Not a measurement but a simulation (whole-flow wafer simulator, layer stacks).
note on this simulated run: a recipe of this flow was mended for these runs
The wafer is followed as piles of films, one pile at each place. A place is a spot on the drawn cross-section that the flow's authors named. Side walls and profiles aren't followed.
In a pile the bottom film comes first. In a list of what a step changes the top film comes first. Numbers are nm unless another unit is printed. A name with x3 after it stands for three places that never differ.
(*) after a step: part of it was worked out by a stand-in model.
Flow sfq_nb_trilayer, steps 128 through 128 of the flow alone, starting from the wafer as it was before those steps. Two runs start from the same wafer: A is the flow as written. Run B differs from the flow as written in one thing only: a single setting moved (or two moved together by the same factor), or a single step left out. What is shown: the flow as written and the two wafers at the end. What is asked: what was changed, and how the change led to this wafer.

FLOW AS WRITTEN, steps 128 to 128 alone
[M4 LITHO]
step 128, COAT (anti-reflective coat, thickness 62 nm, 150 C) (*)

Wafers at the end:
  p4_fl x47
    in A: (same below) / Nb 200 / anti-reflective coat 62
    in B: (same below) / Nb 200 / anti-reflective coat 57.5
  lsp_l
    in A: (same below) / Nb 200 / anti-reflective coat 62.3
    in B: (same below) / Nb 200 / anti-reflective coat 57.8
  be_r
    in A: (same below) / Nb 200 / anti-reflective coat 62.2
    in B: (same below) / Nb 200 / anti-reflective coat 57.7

What caused this: step 128, COAT: thickness 57.5 nm was run, while the flow as written has thickness 62 nm.
One can read it off the wafer: p4_fl x47 has anti-reflective coat 57.5, and step 128 as written asks for 62 nm.

The path from the change to this, step by step:
  step 128, COAT (anti-reflective coat, thickness 62 nm, 150 C) (*)
      p4_fl x47, p4_w1 x9, wl_j_sl x15, wl_d_m1, l0r_line_l x3, m0r_space_l x2: A anti-reflective coat gains 62 (new film) | B anti-reflective coat gains 57.5 (new film)
      lsp_l, ln_m5, lsp_m, ln_m6, lsp_r, l0_sur, l0v: A anti-reflective coat gains 62.3 (new film) | B anti-reflective coat gains 57.8 (new film)
      (also at 22 further places)
